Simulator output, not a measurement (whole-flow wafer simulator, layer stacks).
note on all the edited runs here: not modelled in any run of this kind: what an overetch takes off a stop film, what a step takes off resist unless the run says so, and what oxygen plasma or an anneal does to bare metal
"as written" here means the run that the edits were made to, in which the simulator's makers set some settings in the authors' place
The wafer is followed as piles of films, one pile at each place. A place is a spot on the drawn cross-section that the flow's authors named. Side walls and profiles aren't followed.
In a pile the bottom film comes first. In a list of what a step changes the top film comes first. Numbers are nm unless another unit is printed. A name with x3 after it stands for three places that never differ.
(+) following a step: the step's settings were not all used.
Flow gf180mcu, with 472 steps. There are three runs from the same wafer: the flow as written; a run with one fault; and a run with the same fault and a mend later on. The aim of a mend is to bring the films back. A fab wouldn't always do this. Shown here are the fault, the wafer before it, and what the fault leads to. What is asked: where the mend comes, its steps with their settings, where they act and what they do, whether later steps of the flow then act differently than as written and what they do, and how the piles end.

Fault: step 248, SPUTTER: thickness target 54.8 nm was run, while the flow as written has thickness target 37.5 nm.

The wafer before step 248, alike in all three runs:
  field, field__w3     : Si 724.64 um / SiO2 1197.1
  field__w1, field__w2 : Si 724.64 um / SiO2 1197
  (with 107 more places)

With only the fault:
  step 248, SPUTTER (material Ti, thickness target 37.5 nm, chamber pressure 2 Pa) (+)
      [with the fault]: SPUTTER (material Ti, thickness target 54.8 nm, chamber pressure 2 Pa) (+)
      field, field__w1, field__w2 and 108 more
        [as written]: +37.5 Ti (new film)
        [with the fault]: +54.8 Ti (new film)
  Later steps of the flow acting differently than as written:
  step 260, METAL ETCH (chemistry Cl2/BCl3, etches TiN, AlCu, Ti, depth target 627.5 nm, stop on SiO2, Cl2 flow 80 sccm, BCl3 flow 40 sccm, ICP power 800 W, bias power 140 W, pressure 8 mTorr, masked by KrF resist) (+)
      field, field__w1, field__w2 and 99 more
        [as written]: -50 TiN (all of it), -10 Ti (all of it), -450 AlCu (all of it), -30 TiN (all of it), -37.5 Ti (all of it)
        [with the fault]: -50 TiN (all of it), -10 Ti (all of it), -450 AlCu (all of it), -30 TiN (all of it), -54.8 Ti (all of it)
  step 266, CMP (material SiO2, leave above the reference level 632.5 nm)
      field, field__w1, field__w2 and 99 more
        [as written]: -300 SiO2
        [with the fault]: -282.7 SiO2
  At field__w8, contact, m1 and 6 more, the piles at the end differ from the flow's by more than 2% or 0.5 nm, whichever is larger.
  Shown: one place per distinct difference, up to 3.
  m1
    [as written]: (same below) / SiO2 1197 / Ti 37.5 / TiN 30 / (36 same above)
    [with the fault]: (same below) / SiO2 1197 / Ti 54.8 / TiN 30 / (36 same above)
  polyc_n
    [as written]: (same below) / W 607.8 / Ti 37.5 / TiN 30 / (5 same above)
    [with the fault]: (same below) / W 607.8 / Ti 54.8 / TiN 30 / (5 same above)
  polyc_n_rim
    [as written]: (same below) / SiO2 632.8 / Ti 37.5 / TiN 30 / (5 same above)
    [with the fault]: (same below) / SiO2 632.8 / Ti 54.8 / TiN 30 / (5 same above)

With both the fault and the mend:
  After step 248 comes the mend.
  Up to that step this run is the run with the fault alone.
  step 248a, METAL ETCH (chemistry Cl2/BCl3, etches TiN, AlCu, Ti, depth target 17.3 nm, Cl2 flow 80 sccm, BCl3 flow 40 sccm, ICP power 800 W, bias power 140 W, pressure 8 mTorr)
      field, field__w1, field__w2 and 108 more
        -17.3 Ti
  None of the later steps of the flow acts differently than as written at any place that is followed.
  At every place that both follow, the piles at the end match the flow's.
